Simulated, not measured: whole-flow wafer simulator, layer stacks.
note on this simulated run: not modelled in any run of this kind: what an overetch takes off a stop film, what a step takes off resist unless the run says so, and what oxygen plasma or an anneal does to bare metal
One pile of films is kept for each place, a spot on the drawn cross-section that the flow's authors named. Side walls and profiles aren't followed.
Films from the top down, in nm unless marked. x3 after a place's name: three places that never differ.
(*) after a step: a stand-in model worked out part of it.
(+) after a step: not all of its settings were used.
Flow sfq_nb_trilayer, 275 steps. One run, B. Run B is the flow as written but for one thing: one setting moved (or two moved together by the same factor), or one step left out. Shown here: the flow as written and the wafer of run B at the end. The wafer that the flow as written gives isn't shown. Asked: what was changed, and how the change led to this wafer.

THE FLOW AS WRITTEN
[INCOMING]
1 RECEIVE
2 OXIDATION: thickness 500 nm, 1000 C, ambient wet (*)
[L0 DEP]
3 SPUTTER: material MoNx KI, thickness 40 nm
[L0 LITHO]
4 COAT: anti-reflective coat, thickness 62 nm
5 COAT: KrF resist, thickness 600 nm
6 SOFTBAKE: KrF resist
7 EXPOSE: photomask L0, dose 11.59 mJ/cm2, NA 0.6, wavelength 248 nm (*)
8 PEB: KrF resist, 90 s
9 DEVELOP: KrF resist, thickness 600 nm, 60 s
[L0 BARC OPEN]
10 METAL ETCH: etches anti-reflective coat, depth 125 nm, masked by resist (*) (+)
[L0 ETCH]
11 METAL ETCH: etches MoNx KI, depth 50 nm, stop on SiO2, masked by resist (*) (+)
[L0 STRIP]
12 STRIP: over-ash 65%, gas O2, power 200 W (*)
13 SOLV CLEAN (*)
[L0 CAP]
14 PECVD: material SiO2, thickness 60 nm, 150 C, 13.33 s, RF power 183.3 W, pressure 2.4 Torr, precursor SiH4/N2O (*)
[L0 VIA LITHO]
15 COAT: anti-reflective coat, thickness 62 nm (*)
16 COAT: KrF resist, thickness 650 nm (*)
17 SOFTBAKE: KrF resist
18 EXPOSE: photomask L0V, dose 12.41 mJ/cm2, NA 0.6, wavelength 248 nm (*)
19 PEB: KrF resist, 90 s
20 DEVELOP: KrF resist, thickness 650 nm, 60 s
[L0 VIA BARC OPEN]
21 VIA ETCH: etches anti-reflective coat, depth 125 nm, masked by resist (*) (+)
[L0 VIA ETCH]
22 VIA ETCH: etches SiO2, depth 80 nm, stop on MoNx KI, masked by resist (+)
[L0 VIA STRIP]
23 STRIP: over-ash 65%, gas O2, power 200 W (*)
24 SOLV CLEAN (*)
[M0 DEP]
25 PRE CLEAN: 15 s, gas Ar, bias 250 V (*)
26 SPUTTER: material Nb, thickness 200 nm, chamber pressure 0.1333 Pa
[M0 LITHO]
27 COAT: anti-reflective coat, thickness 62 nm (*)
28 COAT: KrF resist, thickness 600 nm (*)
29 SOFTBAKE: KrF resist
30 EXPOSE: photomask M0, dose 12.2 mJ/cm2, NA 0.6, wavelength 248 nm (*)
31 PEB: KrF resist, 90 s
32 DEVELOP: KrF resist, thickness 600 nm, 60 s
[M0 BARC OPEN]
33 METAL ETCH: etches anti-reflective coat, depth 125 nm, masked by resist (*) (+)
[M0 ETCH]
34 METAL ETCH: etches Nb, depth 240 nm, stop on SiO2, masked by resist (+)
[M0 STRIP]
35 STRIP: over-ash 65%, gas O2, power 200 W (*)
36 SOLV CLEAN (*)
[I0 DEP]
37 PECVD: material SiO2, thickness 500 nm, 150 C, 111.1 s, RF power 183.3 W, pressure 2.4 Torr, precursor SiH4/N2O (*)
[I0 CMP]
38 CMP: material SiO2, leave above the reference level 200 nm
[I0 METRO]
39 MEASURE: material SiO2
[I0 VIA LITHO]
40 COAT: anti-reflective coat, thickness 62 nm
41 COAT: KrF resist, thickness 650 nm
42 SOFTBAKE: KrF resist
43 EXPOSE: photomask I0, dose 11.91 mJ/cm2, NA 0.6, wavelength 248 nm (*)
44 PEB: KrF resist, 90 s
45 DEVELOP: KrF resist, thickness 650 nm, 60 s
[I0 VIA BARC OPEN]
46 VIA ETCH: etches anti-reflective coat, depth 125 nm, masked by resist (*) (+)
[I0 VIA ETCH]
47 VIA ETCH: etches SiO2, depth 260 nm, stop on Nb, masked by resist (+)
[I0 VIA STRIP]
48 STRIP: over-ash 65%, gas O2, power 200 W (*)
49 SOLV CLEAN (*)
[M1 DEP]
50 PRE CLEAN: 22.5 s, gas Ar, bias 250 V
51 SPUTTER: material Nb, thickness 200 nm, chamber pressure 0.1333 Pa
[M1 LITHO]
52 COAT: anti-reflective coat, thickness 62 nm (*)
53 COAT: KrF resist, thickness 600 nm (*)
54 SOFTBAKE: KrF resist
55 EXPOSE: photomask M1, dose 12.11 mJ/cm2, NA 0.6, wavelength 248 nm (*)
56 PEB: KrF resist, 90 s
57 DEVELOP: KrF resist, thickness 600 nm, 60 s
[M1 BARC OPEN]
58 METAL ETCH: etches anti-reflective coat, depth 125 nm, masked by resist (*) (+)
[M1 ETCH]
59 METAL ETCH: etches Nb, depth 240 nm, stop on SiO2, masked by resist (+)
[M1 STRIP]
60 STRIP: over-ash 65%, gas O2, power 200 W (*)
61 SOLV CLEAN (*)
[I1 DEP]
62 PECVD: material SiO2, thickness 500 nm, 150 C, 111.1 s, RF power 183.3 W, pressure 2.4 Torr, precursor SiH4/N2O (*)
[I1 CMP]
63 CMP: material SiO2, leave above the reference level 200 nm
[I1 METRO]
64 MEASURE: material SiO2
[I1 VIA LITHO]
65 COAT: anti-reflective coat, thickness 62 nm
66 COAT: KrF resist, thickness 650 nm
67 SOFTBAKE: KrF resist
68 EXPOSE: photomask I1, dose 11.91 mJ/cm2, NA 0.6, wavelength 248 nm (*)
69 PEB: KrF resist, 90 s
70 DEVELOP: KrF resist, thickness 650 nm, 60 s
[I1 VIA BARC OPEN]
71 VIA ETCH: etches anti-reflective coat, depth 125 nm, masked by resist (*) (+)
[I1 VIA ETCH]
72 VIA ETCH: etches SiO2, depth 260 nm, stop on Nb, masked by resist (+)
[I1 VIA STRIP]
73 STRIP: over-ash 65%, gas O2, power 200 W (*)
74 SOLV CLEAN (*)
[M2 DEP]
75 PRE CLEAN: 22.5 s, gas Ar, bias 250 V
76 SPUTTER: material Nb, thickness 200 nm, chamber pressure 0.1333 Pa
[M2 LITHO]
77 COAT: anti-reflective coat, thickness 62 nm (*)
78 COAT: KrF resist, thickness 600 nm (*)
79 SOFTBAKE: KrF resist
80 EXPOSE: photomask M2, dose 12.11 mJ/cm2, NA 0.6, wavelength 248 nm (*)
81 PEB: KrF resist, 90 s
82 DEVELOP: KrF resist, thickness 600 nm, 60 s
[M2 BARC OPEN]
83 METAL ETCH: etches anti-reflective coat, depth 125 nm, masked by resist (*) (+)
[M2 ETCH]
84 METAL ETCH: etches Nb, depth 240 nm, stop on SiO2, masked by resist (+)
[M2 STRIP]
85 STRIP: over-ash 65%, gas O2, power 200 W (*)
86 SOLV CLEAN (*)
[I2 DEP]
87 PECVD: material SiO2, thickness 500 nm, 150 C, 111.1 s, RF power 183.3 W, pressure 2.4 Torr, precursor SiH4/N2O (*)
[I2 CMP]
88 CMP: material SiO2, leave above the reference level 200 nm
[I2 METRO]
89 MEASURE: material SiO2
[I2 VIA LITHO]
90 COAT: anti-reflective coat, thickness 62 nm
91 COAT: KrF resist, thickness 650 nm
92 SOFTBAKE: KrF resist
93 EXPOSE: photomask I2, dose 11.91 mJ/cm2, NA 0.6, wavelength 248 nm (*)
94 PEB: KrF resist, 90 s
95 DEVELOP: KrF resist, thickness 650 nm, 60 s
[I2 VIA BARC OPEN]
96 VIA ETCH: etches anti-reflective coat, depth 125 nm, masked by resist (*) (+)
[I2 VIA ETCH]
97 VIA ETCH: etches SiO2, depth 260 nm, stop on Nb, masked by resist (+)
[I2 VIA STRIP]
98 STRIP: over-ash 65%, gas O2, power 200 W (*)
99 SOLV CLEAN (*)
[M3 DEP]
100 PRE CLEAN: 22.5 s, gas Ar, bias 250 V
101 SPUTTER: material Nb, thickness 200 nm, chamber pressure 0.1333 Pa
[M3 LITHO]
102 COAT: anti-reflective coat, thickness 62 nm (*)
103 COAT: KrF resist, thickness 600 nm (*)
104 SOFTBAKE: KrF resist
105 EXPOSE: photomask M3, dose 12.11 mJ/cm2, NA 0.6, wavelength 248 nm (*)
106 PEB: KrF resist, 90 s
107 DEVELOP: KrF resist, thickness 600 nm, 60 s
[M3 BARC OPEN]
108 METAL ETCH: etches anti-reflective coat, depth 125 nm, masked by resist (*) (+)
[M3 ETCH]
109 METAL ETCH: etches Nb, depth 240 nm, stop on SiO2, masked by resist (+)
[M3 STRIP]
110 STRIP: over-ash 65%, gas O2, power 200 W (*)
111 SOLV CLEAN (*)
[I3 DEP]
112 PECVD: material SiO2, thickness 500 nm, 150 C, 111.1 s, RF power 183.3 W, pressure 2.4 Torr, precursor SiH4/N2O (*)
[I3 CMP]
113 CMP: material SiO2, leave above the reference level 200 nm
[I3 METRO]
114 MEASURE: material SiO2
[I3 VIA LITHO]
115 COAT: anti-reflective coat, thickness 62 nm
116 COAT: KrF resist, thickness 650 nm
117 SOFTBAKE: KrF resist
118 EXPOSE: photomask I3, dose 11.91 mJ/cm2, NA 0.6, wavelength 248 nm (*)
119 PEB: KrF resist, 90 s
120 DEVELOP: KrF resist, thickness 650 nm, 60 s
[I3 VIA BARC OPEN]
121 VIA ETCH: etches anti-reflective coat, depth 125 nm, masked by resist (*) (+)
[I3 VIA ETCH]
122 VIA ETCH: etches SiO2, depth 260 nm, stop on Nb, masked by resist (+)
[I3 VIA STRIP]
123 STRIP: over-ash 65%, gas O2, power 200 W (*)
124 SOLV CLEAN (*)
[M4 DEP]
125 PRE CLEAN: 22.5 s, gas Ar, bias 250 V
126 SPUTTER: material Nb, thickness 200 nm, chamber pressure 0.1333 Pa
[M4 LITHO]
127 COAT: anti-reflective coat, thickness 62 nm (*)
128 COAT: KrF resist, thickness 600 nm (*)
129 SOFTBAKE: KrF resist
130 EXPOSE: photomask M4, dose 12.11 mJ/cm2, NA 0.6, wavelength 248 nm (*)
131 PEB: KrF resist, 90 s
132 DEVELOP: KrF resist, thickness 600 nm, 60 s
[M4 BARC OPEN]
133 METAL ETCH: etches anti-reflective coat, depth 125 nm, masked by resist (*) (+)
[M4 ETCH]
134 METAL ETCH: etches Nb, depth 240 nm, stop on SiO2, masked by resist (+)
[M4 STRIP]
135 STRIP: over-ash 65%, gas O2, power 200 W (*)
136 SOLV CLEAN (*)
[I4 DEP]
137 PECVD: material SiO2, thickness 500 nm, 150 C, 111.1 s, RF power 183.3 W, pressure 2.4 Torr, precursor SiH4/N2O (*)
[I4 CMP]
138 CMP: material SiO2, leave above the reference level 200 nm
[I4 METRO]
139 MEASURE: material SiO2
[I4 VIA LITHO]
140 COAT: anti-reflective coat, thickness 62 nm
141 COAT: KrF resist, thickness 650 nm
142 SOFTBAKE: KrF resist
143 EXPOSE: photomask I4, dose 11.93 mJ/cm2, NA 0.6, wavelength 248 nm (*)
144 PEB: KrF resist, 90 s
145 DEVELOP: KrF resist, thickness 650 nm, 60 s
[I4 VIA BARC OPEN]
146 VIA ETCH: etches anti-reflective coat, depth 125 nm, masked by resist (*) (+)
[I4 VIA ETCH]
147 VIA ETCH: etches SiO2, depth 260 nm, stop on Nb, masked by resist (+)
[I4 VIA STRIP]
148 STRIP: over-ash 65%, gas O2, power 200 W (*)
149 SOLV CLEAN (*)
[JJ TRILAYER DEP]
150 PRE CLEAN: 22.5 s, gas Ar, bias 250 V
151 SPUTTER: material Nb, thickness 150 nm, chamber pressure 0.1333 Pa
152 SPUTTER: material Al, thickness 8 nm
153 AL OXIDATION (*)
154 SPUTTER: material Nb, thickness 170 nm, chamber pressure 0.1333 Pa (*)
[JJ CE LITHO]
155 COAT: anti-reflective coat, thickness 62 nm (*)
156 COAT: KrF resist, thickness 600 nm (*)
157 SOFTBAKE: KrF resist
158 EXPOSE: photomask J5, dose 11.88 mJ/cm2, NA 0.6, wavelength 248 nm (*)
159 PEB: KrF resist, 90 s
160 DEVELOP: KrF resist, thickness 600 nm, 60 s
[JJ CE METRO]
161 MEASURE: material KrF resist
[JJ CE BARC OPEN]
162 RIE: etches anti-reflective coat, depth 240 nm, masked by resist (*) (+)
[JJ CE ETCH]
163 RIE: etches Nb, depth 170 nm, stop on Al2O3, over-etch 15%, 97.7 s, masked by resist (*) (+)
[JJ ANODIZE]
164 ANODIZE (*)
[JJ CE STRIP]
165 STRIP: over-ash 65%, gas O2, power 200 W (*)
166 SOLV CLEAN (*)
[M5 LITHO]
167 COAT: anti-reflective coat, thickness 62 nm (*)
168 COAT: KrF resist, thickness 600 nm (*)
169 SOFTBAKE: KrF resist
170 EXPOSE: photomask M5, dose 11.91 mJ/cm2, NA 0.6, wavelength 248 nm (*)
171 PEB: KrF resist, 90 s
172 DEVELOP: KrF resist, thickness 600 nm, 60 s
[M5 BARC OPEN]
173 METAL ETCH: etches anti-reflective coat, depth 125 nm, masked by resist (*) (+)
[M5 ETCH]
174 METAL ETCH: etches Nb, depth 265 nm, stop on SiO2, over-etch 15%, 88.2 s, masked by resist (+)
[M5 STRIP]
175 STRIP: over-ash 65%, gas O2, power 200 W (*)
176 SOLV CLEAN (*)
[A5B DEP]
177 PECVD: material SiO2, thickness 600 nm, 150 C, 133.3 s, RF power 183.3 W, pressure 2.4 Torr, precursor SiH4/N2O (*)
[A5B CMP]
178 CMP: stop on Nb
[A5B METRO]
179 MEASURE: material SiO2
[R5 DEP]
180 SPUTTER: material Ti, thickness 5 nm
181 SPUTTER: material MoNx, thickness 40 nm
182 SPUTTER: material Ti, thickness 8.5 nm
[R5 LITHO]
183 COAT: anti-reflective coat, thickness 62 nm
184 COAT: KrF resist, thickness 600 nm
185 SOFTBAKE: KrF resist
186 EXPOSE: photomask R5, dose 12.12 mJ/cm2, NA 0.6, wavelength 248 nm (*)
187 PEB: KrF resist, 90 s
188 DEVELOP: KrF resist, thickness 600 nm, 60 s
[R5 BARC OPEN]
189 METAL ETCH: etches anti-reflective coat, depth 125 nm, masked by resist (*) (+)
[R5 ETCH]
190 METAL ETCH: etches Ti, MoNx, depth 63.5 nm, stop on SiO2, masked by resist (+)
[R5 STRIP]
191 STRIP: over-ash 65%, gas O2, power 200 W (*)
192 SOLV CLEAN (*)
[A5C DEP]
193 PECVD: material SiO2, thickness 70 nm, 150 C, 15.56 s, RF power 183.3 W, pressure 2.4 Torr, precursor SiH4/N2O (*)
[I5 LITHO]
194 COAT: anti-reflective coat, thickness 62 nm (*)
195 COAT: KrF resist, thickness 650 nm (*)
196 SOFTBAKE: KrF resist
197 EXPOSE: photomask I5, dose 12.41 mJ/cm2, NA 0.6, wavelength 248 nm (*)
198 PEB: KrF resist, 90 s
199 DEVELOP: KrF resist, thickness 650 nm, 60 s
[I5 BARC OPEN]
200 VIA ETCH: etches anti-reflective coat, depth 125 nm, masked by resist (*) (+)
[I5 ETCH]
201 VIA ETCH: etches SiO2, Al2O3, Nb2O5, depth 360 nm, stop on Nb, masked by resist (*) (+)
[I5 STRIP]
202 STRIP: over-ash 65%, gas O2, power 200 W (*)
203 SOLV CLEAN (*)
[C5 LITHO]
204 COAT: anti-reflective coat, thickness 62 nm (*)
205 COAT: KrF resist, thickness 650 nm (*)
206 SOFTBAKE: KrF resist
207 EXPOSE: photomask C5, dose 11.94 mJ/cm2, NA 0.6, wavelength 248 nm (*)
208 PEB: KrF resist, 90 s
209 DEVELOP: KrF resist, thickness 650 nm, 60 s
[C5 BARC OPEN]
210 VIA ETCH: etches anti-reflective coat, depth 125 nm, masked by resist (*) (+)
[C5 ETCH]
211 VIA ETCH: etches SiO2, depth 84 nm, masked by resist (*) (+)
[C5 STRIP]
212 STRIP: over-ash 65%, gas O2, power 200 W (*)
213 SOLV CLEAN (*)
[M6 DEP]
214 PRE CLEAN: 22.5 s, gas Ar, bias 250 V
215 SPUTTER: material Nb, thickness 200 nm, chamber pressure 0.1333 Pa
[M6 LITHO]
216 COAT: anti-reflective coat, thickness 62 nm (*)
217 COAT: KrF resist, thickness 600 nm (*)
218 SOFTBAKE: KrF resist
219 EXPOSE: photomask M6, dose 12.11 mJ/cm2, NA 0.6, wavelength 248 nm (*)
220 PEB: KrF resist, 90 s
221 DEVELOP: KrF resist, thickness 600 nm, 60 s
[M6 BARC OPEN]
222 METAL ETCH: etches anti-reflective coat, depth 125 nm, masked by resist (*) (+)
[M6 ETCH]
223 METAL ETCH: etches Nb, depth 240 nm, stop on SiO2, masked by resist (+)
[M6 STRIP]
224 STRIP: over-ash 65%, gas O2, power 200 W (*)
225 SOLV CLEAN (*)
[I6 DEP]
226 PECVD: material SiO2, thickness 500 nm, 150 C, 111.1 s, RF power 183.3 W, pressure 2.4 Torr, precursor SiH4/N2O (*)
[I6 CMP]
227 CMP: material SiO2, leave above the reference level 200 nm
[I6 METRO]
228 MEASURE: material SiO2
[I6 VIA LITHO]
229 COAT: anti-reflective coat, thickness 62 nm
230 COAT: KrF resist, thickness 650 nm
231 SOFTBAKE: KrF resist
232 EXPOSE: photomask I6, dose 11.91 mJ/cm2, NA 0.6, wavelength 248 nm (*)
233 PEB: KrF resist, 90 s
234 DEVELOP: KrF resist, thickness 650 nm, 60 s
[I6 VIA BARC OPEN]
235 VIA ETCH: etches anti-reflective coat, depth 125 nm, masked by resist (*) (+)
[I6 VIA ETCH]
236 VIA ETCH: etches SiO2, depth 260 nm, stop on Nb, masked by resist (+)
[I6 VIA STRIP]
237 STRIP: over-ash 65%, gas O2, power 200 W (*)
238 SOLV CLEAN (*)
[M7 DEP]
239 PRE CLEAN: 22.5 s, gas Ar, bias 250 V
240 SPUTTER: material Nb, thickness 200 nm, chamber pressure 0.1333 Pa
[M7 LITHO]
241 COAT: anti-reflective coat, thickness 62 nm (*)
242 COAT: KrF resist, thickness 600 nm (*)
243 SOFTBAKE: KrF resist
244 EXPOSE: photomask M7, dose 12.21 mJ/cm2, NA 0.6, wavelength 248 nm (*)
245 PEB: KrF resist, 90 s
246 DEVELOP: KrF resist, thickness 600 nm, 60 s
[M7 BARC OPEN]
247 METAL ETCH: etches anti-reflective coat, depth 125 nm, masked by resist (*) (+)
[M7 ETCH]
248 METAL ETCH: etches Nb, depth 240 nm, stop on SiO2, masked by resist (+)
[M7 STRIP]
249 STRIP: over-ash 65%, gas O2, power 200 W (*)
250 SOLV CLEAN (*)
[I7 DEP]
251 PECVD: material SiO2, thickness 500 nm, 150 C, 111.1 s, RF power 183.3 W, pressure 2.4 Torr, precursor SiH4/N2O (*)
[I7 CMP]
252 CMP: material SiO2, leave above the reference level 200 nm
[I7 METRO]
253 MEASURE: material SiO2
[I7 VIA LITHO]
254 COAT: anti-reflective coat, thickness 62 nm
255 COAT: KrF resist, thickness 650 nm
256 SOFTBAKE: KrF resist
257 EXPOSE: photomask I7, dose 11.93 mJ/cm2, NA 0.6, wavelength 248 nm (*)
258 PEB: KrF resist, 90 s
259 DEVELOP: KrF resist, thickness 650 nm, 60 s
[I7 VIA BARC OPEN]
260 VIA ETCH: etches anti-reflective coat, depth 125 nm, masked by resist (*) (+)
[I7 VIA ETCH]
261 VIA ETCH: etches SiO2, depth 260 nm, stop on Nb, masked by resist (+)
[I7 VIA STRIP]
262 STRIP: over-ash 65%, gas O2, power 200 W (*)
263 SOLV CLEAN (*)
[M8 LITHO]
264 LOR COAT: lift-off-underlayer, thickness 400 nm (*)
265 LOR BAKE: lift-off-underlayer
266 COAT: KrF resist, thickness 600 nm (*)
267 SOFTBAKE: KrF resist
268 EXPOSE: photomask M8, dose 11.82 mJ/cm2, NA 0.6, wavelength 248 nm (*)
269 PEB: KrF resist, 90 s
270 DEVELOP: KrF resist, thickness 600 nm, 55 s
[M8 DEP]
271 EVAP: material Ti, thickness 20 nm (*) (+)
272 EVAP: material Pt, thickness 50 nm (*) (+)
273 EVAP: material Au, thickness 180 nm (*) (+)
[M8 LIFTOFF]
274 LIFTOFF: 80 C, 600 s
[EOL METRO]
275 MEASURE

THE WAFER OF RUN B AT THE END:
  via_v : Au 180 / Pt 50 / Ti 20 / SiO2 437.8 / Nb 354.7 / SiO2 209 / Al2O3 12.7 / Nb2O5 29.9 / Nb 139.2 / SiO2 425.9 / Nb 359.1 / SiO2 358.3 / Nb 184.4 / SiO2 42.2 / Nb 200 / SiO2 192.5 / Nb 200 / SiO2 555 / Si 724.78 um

The cause: step 72, VIA ETCH: depth 150.1 nm was run, where the flow has depth 260 nm.

How the change led to this, step by step:
  72 VIA ETCH: etches SiO2, depth 260 nm, stop on Nb, masked by resist (+)
      via_v: SiO2 -150.1 (as written it would be: SiO2 -199.8 (all of it))
      field_l, v_sur, via_wl and 102 more: KrF resist -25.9 (as written it would be: KrF resist -44.8)
  73 STRIP: over-ash 65%, gas O2, power 200 W (*)
      field_l, v_sur, via_wl and 102 more: KrF resist -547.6 (all of it), anti-reflective coat -62 (all of it) (as written it would be: KrF resist -528.6 (all of it), anti-reflective coat -62 (all of it))
  75 PRE CLEAN: 22.5 s, gas Ar, bias 250 V
      via_v: SiO2 -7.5 (as written it would be: Nb -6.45)
  76 SPUTTER: material Nb, thickness 200 nm, chamber pressure 0.1333 Pa
      via_v: Nb +184.4 (new film) (as written it would be: Nb +174.5)
  77 COAT: anti-reflective coat, thickness 62 nm (*)
      via_v: anti-reflective coat +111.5 (new film) (as written it would be: anti-reflective coat +123.1 (new film))
  78 COAT: KrF resist, thickness 600 nm (*)
      via_v: KrF resist +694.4 (new film) (as written it would be: KrF resist +733.7 (new film))
  85 STRIP: over-ash 65%, gas O2, power 200 W (*)
      via_v: KrF resist -476.5 (all of it), anti-reflective coat -111.5 (all of it) (as written it would be: KrF resist -515.8 (all of it), anti-reflective coat -123.1 (all of it))
  87 PECVD: material SiO2, thickness 500 nm, 150 C, 111.1 s, RF power 183.3 W, pressure 2.4 Torr, precursor SiH4/N2O (*)
      via_v: SiO2 +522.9 (new film) (as written it would be: SiO2 +606 (new film))
  88 CMP: material SiO2, leave above the reference level 200 nm
      via_v: SiO2 -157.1 (as written it would be: SiO2 -181.6)
Counting metal films that touch as one body, via_v has 7 bodies (between them, from the top down: SiO2 437.8; SiO2 209 / Al2O3 12.7 / Nb2O5 29.9; SiO2 425.9; SiO2 358.3; SiO2 42.2; SiO2 192.5); the flow as written gives 6 bodies (between them, from the top down: SiO2 437.8; SiO2 209 / Al2O3 12.7 / Nb2O5 29.9; SiO2 425.9; SiO2 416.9; SiO2 192.5).
